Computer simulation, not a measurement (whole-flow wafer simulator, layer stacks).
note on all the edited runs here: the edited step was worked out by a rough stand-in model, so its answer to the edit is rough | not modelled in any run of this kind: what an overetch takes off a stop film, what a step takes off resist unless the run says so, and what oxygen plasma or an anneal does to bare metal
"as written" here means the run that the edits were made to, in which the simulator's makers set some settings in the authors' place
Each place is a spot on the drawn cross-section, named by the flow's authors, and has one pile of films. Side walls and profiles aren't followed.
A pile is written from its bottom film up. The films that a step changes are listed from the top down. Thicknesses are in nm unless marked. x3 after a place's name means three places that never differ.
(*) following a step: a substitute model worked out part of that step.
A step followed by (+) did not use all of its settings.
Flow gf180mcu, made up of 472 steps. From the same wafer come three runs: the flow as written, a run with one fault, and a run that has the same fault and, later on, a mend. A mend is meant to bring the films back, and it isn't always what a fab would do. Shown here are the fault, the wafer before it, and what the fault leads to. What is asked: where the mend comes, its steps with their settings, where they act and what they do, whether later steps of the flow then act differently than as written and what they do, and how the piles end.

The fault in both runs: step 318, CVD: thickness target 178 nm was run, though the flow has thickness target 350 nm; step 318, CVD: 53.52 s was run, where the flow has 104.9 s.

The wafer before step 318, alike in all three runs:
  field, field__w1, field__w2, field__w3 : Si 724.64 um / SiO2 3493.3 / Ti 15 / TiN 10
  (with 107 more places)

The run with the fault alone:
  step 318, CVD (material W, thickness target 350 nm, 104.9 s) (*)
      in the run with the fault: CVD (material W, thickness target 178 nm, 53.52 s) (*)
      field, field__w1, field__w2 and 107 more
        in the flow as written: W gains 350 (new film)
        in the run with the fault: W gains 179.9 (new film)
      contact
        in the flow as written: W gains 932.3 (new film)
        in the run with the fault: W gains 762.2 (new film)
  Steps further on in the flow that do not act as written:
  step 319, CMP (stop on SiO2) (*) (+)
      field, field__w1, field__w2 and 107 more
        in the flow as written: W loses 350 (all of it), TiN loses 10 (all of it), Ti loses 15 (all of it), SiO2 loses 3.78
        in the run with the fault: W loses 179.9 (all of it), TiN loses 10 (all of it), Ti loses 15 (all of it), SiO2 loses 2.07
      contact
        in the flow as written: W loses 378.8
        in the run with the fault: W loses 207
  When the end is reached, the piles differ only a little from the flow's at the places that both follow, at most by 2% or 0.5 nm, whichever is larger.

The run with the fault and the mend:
  The mend follows step 318.
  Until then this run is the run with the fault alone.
  step 318a, CVD (material W, thickness target 172 nm, 51.57 s) (the flow's step 318, run once more with other settings)
      field, field__w1, field__w2 and 108 more
        W gains 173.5
  Later steps of the flow that are run all act as written at every place that is followed, up to a difference of at most 2% or 0.5 nm, whichever is larger.
  When the end is reached, the piles differ only a little from the flow's at the places that both follow, at most by 2% or 0.5 nm, whichever is larger.
